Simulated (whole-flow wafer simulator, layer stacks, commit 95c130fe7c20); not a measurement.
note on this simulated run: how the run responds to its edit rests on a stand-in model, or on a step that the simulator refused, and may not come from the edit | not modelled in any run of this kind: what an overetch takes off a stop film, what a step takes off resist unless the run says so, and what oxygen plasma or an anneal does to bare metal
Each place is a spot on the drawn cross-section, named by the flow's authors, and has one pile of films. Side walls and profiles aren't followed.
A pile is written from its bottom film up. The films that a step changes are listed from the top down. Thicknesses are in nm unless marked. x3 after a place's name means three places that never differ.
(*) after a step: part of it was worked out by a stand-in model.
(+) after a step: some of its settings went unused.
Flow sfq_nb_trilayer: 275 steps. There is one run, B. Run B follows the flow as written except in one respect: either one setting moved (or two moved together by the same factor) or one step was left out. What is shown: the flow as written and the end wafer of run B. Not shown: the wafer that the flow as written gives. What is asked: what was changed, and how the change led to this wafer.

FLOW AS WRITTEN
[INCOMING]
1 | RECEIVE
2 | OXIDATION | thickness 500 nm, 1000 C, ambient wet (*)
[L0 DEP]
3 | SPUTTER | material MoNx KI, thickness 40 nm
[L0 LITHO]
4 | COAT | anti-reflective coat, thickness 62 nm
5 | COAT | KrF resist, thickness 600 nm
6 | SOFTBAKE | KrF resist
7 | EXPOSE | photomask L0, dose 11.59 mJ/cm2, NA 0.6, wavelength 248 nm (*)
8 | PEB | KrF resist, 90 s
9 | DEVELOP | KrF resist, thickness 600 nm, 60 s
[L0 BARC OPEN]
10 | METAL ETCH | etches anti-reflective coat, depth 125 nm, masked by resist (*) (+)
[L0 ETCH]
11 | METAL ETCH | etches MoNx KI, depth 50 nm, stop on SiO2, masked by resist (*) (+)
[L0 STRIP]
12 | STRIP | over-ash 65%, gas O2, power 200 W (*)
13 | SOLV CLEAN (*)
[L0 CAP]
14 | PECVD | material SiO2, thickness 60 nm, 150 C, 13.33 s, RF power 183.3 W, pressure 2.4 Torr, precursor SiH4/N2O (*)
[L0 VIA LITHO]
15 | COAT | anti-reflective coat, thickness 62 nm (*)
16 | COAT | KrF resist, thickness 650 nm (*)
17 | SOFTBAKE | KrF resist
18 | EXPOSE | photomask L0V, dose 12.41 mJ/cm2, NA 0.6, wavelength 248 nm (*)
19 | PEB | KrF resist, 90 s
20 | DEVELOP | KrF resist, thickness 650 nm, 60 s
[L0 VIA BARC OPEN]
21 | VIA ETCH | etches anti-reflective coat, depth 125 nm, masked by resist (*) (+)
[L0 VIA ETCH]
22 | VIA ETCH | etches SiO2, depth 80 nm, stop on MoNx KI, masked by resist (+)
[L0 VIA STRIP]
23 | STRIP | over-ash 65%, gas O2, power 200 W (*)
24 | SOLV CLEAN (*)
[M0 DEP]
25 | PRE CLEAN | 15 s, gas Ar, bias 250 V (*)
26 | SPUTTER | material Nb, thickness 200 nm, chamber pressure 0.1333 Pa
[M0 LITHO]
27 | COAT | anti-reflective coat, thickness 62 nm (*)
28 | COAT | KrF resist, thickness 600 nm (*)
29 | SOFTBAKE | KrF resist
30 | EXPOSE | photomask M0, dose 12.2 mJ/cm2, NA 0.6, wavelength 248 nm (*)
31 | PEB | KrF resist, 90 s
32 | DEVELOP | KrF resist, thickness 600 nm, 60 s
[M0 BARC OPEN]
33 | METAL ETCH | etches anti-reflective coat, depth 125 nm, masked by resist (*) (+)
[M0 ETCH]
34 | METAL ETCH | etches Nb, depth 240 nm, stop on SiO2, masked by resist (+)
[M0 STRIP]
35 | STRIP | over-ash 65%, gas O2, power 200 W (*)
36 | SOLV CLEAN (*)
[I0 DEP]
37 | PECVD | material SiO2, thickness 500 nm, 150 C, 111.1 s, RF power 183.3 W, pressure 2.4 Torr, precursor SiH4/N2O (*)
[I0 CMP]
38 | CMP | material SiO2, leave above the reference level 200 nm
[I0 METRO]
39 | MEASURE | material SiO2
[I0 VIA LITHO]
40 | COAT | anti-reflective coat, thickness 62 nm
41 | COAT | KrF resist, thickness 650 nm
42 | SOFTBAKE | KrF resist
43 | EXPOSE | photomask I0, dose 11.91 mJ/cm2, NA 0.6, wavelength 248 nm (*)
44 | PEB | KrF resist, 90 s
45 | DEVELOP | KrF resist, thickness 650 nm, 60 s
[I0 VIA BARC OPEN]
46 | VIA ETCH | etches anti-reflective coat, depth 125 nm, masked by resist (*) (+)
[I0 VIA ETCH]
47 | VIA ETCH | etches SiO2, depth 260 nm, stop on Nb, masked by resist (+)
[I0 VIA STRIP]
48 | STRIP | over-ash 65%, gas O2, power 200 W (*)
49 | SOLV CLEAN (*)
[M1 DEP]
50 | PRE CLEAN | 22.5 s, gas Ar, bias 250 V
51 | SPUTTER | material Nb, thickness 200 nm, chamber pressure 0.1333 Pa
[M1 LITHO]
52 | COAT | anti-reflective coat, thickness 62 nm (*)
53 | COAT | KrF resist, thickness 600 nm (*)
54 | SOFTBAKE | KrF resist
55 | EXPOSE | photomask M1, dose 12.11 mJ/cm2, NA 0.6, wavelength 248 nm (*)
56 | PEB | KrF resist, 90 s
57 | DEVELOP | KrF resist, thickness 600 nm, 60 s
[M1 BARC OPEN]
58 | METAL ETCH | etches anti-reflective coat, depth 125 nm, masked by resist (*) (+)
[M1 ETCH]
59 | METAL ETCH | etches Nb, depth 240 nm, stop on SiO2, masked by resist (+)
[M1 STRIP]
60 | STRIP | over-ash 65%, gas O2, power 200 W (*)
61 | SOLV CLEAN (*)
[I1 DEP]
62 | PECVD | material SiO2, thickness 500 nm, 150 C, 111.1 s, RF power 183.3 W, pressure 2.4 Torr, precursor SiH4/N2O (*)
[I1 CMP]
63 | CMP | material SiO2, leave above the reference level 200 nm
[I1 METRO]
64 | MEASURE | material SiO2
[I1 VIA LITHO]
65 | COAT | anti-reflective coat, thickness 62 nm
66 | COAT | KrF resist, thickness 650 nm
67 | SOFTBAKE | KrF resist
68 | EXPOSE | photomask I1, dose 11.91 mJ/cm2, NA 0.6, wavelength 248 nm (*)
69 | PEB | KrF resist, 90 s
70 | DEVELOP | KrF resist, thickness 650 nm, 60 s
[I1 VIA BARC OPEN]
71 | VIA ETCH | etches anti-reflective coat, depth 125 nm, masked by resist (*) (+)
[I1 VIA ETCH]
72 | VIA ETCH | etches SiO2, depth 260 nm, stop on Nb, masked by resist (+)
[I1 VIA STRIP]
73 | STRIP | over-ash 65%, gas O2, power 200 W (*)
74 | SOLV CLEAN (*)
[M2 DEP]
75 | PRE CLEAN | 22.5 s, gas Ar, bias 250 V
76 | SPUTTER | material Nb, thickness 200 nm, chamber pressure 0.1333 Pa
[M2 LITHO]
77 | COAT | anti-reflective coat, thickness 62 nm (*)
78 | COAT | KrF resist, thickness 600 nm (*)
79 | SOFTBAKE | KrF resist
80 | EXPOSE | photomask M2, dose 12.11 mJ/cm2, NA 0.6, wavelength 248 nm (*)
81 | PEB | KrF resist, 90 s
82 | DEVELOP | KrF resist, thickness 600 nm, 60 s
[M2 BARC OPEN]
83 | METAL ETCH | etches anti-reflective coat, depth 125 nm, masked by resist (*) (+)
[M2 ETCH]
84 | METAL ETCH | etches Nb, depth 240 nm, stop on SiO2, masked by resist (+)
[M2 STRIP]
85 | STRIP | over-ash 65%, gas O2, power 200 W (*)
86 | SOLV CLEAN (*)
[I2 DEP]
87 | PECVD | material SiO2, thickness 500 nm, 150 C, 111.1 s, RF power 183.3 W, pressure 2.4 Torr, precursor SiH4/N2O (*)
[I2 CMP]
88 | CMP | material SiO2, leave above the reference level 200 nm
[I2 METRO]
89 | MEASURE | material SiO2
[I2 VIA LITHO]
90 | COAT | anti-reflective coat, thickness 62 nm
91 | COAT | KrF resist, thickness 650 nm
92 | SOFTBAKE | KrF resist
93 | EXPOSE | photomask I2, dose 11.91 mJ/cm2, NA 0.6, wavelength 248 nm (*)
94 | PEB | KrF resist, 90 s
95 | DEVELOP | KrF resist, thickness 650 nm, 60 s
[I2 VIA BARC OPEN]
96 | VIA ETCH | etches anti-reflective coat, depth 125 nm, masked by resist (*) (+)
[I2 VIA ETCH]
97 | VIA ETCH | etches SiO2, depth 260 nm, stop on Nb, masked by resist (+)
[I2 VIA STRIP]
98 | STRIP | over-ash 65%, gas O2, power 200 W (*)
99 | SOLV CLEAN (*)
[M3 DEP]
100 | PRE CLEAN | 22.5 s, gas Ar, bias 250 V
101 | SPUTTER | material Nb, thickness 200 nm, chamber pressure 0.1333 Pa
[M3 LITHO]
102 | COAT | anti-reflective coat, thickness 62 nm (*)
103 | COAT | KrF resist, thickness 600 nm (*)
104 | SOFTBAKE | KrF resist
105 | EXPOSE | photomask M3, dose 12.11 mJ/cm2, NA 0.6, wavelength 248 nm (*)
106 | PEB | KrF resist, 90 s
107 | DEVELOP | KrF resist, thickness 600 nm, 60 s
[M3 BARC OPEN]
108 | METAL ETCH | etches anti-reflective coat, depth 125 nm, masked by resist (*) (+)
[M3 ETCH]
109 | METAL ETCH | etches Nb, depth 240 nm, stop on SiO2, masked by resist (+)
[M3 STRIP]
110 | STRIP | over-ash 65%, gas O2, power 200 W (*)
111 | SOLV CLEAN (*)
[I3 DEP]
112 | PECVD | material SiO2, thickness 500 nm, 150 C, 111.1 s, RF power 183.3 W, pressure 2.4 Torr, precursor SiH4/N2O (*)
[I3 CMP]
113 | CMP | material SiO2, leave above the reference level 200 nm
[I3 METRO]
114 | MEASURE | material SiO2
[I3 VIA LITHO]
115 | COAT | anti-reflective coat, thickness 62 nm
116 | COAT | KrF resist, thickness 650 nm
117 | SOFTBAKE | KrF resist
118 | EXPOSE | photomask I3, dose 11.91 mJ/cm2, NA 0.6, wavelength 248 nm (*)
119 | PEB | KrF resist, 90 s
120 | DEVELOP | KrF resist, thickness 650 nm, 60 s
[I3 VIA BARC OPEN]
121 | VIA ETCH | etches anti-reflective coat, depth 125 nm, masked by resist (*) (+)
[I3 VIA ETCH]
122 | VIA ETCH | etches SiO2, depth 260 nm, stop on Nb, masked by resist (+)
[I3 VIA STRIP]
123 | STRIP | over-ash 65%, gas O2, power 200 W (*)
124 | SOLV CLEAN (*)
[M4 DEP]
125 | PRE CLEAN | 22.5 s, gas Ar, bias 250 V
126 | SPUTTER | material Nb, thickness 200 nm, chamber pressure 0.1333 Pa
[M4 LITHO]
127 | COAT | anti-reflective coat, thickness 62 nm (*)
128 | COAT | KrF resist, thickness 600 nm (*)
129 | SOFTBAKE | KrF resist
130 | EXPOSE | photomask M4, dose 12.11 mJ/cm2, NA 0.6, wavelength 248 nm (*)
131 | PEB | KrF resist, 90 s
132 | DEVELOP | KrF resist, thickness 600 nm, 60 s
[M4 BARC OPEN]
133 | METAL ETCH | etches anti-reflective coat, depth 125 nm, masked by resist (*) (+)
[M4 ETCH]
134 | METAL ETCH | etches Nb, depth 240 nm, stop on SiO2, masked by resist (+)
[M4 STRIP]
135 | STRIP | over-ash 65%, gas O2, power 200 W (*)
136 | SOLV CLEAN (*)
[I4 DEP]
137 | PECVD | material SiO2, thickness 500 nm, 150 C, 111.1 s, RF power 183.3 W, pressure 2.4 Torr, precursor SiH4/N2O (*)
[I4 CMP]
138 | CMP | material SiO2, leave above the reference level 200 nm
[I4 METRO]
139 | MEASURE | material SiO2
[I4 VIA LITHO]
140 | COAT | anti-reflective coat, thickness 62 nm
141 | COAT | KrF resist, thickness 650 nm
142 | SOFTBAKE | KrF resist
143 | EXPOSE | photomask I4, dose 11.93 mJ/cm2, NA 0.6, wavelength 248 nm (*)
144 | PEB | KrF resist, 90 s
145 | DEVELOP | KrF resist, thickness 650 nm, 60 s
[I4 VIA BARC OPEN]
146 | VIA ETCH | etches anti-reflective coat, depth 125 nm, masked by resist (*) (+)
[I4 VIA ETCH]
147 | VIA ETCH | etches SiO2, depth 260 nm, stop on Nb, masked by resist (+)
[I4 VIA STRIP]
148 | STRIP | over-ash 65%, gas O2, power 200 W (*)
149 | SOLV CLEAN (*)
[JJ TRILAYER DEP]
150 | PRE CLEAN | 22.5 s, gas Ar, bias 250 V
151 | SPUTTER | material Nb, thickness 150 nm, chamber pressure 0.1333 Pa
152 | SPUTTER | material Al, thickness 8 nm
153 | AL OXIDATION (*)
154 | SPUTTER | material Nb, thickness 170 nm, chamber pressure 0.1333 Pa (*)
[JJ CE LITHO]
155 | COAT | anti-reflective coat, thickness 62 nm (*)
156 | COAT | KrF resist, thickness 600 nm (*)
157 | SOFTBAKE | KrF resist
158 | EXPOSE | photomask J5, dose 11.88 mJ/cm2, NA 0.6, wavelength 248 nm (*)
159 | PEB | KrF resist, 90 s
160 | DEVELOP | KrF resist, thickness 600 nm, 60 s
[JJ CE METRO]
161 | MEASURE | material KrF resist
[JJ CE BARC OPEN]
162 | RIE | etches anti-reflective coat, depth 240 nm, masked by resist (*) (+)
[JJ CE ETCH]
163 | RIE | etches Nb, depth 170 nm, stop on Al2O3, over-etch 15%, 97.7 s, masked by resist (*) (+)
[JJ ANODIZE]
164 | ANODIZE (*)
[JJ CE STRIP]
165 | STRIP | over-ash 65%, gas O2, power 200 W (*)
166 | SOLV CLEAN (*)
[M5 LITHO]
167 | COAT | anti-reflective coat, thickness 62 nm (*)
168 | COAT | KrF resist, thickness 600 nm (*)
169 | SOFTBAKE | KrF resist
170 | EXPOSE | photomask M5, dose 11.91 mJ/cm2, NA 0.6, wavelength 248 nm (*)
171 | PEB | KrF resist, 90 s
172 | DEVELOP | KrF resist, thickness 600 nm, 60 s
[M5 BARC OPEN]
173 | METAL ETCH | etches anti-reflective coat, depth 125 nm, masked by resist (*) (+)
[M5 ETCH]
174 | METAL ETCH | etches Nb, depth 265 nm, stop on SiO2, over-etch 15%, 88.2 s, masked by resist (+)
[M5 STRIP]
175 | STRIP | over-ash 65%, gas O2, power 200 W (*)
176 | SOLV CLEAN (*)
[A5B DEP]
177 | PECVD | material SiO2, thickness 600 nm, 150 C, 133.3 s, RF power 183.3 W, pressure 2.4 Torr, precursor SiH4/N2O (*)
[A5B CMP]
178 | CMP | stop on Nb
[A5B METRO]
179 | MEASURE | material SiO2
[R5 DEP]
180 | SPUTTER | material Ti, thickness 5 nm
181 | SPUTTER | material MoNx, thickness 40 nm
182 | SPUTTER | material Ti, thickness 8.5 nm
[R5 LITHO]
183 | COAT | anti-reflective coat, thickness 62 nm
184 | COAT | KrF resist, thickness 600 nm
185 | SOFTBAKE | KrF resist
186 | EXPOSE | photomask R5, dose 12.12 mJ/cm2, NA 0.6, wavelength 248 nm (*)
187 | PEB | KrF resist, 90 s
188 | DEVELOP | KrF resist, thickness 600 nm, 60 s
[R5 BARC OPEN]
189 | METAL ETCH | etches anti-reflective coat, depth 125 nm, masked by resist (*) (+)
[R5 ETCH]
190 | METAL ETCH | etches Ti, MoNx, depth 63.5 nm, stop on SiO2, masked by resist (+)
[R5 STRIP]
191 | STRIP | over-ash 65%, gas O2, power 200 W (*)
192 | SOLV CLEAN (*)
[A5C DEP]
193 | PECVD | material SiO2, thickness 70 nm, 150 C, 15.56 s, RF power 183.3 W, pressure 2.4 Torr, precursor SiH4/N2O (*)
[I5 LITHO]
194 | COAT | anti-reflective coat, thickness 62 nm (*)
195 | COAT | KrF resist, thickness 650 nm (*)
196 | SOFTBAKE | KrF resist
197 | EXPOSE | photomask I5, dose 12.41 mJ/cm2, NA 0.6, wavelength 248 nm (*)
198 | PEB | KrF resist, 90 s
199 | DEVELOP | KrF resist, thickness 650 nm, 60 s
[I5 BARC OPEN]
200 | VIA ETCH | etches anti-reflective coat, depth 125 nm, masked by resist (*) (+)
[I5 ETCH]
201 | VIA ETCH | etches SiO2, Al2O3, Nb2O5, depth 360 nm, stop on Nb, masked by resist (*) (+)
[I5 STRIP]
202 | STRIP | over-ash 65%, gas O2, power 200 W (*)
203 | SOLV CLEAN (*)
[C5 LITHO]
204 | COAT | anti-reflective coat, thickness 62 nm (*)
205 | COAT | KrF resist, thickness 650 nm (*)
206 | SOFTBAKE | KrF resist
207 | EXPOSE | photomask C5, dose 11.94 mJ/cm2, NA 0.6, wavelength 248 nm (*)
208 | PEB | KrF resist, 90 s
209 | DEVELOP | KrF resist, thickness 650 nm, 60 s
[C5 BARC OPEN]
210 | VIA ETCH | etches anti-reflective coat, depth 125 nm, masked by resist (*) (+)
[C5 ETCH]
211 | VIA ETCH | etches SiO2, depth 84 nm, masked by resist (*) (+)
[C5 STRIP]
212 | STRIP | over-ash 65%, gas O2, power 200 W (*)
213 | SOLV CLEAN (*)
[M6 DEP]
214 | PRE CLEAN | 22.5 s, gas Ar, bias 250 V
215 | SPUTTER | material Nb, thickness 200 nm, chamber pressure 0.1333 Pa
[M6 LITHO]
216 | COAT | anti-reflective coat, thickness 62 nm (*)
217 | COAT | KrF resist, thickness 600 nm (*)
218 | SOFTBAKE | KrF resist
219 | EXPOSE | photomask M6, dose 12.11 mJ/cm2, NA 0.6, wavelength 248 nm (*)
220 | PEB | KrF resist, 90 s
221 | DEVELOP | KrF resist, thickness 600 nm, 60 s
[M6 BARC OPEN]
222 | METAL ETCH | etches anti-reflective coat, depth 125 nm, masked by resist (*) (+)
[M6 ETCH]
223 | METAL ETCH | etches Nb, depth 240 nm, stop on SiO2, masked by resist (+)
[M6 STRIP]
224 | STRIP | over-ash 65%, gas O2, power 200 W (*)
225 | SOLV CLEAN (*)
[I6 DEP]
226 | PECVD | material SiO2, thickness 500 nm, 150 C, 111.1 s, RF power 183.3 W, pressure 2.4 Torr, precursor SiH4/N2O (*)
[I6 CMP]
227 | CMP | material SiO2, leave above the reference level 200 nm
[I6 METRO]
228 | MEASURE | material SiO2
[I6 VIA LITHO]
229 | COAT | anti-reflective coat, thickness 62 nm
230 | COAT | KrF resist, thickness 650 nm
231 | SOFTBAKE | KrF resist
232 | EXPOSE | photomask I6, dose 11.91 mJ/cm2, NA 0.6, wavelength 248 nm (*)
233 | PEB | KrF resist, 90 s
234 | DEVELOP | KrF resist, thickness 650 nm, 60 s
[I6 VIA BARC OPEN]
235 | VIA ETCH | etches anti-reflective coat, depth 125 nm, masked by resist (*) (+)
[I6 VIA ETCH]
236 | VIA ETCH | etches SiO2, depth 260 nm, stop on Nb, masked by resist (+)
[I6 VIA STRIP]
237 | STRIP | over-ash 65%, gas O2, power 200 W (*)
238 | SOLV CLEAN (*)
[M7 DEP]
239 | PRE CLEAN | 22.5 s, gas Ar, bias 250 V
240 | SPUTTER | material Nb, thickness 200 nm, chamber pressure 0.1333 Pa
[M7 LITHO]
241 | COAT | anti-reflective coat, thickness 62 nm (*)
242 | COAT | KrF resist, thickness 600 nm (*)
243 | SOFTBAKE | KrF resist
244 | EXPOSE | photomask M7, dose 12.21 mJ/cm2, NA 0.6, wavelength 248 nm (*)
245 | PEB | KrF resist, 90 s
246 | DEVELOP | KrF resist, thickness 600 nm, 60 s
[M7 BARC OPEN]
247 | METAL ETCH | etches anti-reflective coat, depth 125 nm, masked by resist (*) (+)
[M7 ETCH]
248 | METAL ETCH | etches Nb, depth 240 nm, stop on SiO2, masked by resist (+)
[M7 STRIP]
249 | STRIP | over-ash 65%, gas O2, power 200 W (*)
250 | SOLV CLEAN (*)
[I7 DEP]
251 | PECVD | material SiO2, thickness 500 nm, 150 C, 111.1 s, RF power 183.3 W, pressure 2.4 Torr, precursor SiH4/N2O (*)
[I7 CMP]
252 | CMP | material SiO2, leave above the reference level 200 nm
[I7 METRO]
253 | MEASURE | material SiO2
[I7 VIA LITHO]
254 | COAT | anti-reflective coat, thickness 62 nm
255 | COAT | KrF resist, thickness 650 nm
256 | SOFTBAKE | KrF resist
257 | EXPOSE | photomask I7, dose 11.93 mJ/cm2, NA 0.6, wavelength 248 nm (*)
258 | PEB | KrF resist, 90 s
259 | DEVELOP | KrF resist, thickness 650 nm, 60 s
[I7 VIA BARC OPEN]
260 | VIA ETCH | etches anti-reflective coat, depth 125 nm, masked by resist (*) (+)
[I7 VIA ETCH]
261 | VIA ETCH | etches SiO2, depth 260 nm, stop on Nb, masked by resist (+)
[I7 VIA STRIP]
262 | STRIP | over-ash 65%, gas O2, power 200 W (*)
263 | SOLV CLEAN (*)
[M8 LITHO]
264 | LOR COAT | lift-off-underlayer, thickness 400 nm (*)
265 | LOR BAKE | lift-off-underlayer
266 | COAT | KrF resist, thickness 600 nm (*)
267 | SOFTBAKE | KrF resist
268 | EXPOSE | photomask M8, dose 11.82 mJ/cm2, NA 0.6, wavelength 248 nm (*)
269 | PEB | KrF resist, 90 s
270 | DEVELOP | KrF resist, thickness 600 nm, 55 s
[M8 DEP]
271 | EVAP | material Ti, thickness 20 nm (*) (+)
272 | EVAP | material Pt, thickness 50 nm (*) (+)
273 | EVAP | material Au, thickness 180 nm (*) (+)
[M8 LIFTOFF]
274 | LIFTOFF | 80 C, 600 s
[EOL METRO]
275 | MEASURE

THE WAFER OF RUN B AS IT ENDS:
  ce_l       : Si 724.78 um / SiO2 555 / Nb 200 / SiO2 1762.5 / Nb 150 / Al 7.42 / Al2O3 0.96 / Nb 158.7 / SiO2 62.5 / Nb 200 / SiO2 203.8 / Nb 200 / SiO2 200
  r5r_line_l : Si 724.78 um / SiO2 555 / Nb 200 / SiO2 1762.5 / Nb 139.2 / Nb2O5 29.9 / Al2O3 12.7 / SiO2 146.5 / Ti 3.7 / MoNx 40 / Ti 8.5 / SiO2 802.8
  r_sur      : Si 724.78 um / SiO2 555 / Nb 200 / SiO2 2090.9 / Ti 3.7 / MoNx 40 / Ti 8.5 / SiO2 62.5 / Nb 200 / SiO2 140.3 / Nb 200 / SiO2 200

What caused this: step 180, SPUTTER: thickness 3.7 nm was run, though the flow has thickness 5 nm.
One can read it off the wafer: r5r_line_l has Ti 3.7, and step 180 as written asks for 5 nm.

How this came from the change, step by step:
  180 | SPUTTER | material Ti, thickness 5 nm
      field_l, v_sur, via_wl and 103 more: +3.7 Ti (new film) (as written it would have been: +5 Ti (new film))
  190 | METAL ETCH | etches Ti, MoNx, depth 63.5 nm, stop on SiO2, masked by resist (+)
      field_l, v_sur, via_wl and 92 more: -8.5 Ti (all of it), -40 MoNx (all of it), -3.7 Ti (all of it) (as written it would have been: -8.5 Ti (all of it), -40 MoNx (all of it), -5 Ti (all of it))
      ce_l, c5j, ce_r, wl_jj: -8.5 Ti (all of it), -40 MoNx (all of it), -3.7 Ti (all of it), -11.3 Nb (as written it would have been: -8.5 Ti (all of it), -40 MoNx (all of it), -5 Ti (all of it), -10 Nb)
